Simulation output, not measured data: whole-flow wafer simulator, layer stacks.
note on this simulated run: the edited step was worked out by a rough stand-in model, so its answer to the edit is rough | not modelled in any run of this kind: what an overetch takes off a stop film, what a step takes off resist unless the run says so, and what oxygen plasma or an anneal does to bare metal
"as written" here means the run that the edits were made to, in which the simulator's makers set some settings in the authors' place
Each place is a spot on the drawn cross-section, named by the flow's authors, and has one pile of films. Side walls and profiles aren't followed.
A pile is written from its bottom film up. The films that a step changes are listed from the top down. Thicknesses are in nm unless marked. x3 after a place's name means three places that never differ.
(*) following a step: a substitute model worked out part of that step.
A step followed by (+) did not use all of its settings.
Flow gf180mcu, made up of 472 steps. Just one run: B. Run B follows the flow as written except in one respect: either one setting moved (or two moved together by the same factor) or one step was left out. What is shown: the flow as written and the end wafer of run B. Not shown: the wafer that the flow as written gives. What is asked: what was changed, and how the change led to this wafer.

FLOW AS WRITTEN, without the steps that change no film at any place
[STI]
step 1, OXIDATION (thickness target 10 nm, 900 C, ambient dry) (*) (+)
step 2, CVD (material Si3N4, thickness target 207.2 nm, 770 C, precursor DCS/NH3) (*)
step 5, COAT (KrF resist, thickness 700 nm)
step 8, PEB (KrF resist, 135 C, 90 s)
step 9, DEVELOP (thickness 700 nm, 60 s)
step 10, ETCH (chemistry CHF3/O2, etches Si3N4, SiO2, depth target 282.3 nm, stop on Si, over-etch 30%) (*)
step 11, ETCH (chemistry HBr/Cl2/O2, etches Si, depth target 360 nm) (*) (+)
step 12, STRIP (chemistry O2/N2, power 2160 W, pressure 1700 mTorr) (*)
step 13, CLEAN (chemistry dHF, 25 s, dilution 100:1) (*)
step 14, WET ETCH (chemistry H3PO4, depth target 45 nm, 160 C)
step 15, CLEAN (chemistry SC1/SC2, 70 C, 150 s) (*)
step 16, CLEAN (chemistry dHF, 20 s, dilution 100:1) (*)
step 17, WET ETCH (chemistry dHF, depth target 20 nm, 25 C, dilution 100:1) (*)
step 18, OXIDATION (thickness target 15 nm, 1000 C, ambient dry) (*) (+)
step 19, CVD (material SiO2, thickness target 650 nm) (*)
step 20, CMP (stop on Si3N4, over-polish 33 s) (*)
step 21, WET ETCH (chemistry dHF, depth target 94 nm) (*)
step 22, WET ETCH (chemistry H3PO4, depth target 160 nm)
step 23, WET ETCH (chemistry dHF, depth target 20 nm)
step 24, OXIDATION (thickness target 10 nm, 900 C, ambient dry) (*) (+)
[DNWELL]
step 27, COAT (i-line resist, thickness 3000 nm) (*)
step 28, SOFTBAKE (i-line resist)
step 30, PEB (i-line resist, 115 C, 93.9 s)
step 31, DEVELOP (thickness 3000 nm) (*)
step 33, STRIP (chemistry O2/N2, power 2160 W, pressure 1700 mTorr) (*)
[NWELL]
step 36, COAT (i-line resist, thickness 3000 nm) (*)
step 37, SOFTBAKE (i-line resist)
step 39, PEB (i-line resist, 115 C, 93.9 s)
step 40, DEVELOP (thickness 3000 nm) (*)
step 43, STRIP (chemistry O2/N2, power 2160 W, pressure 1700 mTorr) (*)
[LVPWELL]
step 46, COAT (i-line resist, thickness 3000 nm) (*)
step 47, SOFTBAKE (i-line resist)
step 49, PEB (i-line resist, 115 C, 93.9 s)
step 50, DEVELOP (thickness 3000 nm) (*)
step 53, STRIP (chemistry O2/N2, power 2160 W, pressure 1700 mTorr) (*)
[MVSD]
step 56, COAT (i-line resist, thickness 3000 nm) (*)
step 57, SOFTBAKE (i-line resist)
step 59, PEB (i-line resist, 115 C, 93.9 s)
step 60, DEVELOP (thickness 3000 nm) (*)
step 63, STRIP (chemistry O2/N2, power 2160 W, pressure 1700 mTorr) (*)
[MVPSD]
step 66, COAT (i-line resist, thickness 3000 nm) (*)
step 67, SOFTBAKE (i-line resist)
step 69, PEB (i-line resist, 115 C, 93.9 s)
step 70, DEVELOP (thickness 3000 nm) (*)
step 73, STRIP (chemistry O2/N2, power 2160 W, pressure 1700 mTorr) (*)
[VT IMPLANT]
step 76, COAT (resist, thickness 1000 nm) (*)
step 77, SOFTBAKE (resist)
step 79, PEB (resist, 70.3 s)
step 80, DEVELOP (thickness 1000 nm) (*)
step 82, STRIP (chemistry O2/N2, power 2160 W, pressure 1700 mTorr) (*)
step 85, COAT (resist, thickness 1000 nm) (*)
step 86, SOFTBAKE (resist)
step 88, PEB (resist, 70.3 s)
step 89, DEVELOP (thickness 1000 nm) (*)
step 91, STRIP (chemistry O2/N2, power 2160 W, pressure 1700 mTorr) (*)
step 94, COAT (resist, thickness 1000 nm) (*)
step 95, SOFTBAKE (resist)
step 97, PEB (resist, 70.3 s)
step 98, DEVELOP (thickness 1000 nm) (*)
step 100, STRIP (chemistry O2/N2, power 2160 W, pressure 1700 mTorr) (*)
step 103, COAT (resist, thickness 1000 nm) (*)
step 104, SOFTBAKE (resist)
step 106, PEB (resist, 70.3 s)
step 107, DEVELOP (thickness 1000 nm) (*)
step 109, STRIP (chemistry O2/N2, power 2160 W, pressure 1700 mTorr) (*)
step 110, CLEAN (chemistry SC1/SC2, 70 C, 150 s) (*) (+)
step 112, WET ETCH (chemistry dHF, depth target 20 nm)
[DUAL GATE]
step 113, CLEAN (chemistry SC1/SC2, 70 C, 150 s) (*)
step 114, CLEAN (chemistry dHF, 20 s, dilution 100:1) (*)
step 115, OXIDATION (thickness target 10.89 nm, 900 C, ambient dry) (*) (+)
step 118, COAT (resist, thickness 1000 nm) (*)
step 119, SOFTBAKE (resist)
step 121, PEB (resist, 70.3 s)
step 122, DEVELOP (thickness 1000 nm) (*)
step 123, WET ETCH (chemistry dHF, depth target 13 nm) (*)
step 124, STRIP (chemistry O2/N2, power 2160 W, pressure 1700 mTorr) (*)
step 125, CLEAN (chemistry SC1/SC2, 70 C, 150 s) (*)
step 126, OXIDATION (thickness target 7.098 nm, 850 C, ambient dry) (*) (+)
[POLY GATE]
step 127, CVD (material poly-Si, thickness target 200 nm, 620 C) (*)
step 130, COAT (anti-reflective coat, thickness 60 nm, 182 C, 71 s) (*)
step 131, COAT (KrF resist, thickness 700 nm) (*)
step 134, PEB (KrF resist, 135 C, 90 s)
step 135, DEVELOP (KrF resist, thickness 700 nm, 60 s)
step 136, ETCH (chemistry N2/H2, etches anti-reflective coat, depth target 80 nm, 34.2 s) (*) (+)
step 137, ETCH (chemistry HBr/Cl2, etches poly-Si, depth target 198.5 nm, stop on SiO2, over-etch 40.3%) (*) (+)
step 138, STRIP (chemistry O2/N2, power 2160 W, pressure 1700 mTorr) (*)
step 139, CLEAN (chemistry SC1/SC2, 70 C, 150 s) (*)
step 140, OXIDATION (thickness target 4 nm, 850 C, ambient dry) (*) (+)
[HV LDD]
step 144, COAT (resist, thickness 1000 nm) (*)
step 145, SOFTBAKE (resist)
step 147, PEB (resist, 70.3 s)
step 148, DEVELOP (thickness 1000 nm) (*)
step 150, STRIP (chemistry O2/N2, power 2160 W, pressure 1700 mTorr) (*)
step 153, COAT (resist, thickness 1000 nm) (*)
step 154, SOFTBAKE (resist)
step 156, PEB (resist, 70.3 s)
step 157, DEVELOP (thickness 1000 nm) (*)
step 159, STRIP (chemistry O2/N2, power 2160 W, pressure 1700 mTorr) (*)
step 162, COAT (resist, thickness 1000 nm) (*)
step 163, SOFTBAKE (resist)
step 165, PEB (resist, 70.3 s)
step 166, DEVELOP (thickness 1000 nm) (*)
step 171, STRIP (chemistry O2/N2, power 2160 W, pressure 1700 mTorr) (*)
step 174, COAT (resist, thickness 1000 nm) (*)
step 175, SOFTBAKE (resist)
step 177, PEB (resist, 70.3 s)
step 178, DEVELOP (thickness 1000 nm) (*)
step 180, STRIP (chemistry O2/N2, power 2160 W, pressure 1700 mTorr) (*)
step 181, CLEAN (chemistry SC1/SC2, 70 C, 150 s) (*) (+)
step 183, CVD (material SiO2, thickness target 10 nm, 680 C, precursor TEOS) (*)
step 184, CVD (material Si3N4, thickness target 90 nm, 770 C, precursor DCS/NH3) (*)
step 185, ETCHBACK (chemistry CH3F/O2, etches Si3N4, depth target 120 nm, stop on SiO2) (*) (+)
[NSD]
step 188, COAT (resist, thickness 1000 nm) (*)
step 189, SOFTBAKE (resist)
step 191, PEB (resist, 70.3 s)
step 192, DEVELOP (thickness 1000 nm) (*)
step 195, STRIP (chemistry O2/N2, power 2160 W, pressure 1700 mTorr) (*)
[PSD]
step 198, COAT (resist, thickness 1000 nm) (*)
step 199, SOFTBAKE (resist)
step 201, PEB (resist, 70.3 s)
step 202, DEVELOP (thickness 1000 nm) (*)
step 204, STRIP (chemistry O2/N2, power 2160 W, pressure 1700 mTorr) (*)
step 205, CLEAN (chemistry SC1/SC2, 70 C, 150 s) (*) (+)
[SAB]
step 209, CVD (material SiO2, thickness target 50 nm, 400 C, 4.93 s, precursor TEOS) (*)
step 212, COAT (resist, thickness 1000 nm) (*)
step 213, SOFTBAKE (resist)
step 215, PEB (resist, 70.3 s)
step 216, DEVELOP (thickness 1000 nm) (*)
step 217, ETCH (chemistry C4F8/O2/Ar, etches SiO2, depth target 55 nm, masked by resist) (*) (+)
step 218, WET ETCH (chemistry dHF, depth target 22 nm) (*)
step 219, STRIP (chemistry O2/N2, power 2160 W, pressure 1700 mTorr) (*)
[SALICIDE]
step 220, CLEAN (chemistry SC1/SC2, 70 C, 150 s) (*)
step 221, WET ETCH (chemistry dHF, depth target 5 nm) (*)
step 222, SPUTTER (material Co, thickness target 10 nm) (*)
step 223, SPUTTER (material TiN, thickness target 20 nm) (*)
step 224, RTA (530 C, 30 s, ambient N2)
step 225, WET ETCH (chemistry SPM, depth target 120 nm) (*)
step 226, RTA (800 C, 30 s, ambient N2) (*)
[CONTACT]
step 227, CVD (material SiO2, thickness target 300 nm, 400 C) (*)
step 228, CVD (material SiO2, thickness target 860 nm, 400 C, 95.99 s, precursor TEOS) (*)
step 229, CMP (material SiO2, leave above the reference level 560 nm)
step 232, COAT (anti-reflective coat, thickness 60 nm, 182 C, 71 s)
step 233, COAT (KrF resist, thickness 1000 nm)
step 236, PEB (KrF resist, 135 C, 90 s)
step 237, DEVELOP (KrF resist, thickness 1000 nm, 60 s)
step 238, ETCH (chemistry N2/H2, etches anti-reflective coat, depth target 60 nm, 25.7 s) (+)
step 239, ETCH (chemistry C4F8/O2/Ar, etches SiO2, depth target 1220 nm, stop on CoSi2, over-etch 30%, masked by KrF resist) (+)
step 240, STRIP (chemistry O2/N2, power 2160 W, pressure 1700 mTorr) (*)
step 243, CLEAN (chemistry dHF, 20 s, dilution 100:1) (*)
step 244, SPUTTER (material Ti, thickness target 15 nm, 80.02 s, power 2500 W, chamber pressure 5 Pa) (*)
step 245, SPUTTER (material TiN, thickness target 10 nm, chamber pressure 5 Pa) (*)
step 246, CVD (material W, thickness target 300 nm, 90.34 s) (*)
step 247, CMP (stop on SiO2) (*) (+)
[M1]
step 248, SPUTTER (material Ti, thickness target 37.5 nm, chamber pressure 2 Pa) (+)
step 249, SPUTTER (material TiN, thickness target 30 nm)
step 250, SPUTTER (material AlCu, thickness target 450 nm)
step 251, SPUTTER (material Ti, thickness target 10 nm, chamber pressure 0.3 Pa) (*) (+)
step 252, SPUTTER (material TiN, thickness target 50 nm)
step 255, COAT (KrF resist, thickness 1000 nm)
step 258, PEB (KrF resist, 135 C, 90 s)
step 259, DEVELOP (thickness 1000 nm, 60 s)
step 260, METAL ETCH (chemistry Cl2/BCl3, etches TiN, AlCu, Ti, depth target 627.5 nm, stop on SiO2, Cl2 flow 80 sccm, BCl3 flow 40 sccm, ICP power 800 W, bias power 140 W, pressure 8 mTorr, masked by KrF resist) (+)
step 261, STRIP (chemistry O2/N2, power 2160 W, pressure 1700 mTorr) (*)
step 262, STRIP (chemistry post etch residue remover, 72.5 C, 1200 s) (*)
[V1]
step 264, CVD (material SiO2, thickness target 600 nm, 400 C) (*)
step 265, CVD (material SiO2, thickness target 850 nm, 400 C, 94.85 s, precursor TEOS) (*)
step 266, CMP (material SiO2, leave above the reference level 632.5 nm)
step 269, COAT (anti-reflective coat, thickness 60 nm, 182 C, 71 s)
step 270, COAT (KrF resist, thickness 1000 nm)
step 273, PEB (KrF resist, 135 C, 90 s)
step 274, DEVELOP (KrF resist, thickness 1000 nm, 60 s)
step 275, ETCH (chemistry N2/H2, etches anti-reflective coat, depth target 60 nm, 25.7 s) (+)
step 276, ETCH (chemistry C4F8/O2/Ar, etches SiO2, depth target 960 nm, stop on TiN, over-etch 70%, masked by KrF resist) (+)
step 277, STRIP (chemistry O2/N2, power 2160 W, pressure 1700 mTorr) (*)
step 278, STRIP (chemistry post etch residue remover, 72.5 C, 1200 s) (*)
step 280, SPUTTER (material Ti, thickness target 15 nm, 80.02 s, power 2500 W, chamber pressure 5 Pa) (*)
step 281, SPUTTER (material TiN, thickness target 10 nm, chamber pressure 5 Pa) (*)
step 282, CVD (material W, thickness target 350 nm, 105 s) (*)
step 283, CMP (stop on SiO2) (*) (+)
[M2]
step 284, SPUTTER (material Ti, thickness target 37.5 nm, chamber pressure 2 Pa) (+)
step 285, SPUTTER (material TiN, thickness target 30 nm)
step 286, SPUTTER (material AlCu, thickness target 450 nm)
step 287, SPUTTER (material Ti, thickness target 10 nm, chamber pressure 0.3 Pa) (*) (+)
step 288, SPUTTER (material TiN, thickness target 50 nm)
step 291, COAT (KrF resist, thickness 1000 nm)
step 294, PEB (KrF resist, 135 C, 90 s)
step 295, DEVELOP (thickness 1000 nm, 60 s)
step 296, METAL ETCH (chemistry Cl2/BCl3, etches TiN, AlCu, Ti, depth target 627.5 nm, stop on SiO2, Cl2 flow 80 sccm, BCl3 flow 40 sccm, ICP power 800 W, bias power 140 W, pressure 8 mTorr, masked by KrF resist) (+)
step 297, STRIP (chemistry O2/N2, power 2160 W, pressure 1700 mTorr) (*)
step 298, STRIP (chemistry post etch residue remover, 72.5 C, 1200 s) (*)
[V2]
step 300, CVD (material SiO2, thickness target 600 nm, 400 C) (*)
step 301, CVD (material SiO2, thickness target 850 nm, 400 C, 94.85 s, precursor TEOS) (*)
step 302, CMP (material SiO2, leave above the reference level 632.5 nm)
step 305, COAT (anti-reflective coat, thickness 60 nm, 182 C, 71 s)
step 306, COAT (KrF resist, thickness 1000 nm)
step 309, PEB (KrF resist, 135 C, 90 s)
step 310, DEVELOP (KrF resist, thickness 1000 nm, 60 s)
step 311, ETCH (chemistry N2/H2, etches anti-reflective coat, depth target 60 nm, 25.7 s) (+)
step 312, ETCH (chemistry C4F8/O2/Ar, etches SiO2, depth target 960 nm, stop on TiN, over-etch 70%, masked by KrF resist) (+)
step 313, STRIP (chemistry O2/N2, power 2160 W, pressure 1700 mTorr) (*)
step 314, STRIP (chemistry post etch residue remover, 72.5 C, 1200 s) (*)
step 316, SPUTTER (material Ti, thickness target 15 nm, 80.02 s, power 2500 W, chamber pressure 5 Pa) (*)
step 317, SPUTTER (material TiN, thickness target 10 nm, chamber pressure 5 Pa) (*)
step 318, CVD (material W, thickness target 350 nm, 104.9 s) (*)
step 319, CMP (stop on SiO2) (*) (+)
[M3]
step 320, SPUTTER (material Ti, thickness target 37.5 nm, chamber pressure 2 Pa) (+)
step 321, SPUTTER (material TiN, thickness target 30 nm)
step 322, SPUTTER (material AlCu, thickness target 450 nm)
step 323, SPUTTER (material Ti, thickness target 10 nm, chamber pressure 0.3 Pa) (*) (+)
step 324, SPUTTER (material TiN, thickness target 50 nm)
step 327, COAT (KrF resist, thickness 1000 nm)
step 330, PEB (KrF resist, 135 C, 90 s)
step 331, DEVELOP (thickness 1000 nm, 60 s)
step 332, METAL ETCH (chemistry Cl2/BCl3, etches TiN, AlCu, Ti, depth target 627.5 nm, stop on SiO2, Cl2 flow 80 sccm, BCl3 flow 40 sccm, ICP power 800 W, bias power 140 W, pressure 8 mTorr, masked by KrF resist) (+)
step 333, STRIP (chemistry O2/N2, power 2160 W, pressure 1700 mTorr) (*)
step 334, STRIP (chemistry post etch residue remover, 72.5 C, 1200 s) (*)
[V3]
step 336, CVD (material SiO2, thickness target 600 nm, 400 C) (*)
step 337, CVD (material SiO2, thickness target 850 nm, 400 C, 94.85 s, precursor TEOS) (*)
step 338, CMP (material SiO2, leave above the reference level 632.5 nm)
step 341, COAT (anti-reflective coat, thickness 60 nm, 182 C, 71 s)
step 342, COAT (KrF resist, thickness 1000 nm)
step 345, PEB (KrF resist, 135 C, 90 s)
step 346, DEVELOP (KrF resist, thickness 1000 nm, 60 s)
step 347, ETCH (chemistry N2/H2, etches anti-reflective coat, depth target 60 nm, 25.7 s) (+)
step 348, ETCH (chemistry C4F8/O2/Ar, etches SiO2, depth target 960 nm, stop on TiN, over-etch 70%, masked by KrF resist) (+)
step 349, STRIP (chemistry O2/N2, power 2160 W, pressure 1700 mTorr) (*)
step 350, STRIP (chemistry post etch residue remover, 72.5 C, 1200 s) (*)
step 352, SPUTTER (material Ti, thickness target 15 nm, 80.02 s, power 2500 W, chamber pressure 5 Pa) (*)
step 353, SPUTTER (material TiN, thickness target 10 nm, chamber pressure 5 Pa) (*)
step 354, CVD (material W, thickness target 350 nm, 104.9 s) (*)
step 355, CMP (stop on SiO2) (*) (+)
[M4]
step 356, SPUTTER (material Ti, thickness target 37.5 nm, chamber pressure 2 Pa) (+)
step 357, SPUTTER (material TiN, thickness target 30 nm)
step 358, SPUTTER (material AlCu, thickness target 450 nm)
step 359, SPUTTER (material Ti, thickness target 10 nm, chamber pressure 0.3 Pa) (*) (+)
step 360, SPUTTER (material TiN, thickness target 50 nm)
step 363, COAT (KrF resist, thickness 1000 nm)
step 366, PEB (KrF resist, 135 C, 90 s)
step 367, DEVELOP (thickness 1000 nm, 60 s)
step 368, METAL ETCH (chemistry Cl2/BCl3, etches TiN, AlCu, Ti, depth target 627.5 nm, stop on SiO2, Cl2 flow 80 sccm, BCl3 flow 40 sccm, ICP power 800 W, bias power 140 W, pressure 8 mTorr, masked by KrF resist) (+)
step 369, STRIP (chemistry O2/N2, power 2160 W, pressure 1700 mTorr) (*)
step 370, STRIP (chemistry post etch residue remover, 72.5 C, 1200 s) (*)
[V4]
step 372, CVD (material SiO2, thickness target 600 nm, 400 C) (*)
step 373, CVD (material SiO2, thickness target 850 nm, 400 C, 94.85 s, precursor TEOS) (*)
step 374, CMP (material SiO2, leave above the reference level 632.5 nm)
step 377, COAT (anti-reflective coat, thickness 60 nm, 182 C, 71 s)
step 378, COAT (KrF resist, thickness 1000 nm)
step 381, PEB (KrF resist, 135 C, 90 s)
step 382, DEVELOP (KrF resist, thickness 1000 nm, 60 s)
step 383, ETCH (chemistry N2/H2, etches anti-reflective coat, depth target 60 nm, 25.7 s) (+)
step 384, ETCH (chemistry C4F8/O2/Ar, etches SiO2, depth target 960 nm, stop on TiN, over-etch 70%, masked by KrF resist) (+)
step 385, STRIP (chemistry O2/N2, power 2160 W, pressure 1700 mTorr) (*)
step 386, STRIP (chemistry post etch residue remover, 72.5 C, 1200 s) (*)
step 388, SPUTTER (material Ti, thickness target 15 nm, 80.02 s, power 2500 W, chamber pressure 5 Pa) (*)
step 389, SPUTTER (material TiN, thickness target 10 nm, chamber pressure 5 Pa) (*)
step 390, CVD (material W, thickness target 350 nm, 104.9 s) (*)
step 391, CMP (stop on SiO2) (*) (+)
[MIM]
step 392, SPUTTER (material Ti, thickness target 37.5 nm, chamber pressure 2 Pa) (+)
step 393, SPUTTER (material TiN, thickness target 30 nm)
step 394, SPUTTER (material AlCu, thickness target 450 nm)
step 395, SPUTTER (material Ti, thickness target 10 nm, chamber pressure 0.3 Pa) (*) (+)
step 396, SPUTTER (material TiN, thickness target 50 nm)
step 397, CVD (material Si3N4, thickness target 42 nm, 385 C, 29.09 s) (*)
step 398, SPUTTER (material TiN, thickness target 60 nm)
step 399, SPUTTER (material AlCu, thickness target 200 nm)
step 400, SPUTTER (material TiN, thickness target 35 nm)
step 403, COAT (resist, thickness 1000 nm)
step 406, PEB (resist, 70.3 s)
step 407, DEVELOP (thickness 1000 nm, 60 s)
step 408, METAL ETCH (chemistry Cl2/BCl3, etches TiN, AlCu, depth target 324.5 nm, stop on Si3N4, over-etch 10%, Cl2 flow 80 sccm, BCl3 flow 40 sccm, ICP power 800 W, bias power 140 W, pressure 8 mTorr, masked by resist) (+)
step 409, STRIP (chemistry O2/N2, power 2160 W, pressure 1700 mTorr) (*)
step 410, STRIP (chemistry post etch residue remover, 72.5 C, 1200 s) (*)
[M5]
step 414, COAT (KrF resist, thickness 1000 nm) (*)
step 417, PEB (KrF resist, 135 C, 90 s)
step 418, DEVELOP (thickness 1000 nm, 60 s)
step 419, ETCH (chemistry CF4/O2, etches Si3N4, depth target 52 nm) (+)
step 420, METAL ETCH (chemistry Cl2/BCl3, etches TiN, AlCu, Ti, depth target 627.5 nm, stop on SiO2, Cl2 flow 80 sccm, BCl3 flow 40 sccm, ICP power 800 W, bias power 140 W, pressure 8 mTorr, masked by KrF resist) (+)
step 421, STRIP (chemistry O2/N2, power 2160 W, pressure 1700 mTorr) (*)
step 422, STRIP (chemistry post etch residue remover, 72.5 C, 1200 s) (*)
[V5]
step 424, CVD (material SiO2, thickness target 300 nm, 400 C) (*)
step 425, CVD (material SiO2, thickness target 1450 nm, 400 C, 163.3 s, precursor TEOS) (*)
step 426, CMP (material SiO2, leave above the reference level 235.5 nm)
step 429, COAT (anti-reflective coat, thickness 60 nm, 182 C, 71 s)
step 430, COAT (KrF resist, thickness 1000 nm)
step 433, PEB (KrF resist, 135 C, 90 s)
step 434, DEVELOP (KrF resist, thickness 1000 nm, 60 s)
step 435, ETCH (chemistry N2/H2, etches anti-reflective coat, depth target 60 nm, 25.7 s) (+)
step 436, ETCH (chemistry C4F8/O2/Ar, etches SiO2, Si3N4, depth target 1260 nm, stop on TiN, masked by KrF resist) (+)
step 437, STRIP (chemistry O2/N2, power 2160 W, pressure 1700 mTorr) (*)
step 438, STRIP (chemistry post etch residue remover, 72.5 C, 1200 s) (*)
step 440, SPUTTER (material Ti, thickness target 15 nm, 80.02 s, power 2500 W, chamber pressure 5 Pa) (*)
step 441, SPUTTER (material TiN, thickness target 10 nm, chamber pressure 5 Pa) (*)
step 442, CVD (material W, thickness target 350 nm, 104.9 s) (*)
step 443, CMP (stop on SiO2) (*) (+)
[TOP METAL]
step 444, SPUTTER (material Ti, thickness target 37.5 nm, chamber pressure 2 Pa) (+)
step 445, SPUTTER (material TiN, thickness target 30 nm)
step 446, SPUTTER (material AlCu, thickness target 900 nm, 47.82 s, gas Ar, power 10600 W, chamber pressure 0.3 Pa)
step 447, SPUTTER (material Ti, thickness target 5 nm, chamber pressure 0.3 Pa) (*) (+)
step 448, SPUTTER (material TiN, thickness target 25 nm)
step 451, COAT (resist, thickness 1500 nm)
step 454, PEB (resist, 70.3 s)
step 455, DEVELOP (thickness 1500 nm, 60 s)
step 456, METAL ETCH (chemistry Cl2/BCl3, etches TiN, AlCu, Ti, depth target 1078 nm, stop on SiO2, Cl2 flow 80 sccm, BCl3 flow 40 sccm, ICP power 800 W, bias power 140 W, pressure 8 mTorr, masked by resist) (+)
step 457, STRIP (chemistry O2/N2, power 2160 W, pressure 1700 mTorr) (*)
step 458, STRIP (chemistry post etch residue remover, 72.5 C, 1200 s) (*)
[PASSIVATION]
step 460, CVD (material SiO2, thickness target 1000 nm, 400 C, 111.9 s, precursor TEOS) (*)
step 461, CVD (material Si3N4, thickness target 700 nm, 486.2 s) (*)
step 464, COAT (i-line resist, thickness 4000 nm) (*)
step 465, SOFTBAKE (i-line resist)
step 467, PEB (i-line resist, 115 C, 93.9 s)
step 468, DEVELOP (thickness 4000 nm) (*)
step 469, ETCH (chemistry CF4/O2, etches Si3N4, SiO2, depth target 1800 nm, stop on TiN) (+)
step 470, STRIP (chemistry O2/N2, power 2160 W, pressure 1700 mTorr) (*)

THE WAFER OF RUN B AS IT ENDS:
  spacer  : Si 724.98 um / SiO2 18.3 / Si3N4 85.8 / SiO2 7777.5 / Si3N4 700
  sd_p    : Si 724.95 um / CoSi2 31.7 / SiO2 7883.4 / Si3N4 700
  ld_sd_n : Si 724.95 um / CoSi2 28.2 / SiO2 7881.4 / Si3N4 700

What caused this: step 183, CVD: thickness target 11.1 nm was run, though the flow has thickness target 10 nm.

Step by step, how the change led to this:
  step 183, CVD (material SiO2, thickness target 10 nm, 680 C, precursor TEOS) (*)
      field, field__w1, field__w2 and 99 more: SiO2 gains 11.1 (in the flow as written it would be: SiO2 gains 10)
      ld_drift_p: SiO2 gains 11 (in the flow as written it would be: SiO2 gains 9.87)
      (also at 1 further place)
  step 189, SOFTBAKE (resist)
      field__w9: resist loses 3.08 (in the flow as written it would be: resist gains 6.92)
      nw_enc_fld_lv__w3: resist loses 1.6 (in the flow as written it would be: resist gains 2.11)
  step 199, SOFTBAKE (resist)
      field__w9: resist loses 3.08 (in the flow as written it would be: resist gains 6.92)
      nw_enc_fld_lv__w3: resist loses 1.6 (in the flow as written it would be: resist gains 2.11)
  step 218, WET ETCH (chemistry dHF, depth target 22 nm) (*)
      gate, gate_hv, gate_p and 23 more: SiO2 loses 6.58 (all of it) (in the flow as written it would be: SiO2 loses 5.48 (all of it))
      active, p_well, sd_n, iso_ptap_pw, iso_ntap_nw, iso_ptap_sub, vpnp_e: SiO2 loses 10.1 (all of it) (in the flow as written it would be: SiO2 loses 9.01 (all of it))
      (also at 16 further places)
